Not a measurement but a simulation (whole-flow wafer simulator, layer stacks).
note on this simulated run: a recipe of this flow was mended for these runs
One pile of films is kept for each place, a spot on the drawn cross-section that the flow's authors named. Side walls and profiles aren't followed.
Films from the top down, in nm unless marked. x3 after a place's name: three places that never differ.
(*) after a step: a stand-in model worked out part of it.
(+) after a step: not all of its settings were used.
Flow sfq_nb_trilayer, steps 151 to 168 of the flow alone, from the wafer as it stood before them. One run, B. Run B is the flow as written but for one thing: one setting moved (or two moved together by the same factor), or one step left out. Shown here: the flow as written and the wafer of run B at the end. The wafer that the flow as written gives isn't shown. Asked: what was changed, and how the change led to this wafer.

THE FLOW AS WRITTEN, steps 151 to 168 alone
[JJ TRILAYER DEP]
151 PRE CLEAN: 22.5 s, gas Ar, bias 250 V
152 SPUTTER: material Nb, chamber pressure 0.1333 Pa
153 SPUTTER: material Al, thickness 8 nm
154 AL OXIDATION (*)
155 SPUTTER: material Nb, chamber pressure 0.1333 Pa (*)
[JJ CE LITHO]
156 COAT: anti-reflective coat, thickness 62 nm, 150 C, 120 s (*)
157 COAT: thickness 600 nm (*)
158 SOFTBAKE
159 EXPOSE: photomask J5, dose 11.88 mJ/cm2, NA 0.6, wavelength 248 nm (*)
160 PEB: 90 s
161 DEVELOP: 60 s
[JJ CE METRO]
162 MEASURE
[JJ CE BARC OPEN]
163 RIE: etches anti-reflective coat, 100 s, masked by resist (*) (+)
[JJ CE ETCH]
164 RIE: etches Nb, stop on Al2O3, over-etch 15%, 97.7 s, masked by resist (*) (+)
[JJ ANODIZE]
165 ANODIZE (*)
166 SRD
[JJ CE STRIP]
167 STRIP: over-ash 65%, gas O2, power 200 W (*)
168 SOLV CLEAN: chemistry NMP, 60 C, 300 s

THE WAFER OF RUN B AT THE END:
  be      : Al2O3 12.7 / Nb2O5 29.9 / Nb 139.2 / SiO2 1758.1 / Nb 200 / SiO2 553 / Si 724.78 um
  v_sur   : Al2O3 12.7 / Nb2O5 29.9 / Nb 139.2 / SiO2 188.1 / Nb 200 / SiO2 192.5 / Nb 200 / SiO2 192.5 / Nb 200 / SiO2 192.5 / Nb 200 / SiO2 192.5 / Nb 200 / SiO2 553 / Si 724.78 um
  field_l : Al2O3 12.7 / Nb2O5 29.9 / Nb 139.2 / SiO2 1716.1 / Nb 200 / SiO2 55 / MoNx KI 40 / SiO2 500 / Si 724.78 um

The cause: step 151, PRE CLEAN: 35.7 s was run, where the flow has 22.5 s.

How the change led to this, step by step:
  151 PRE CLEAN: 22.5 s, gas Ar, bias 250 V
      field_l, v_sur, via_sp and 100 more: SiO2 -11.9 (as written it would be: SiO2 -7.5)
      via_wl, via_w, via_wr: Nb -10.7 (as written it would be: Nb -6.45)
